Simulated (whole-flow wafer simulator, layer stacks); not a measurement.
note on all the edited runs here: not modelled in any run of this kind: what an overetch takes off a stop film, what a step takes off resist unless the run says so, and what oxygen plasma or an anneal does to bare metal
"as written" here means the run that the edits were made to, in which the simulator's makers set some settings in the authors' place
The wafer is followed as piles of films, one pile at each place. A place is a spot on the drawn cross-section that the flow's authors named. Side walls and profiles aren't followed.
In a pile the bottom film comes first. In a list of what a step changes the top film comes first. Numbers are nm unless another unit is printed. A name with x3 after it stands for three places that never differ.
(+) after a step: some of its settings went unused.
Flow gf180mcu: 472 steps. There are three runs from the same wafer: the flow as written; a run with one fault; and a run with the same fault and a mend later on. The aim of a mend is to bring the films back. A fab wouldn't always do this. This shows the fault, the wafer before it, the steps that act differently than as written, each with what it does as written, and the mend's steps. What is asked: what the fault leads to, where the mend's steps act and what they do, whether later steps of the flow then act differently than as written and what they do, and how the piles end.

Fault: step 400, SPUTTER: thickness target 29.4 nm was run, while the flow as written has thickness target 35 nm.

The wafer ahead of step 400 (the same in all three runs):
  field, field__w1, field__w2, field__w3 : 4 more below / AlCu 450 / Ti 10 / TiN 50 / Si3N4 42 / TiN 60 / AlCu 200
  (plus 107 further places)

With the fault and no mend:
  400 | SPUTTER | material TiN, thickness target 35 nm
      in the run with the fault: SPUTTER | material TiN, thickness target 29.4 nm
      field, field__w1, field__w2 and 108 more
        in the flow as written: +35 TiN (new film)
        in the run with the fault: +29.4 TiN (new film)
  Steps later in the flow that act otherwise than as written (not shown: 9 more steps that differ only slightly, by at most 2% or 0.5 nm, whichever is larger):
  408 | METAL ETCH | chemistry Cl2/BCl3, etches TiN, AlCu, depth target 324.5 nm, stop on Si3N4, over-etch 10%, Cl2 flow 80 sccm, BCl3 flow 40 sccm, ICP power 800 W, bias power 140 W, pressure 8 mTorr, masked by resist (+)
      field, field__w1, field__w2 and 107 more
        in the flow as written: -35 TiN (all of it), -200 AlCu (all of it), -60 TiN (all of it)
        in the run with the fault: -29.4 TiN (all of it), -200 AlCu (all of it), -60 TiN (all of it)
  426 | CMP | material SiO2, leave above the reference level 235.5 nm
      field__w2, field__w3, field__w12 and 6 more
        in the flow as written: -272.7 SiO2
        in the run with the fault: -278.3 SiO2
  At mim, the piles at the end differ from the flow's by more than 2% or 0.5 nm, whichever is larger.
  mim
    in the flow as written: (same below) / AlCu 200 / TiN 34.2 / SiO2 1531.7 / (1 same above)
    in the run with the fault: (same below) / AlCu 200 / TiN 28.6 / SiO2 1531.7 / (1 same above)

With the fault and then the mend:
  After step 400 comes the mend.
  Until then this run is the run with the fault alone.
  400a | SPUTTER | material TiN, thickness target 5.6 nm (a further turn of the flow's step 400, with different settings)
      field, field__w1, field__w2 and 108 more
        +5.6 TiN
  None of the later steps of the flow acts differently than as written at any place that is followed.
  At every place that both follow, the piles at the end match the flow's.
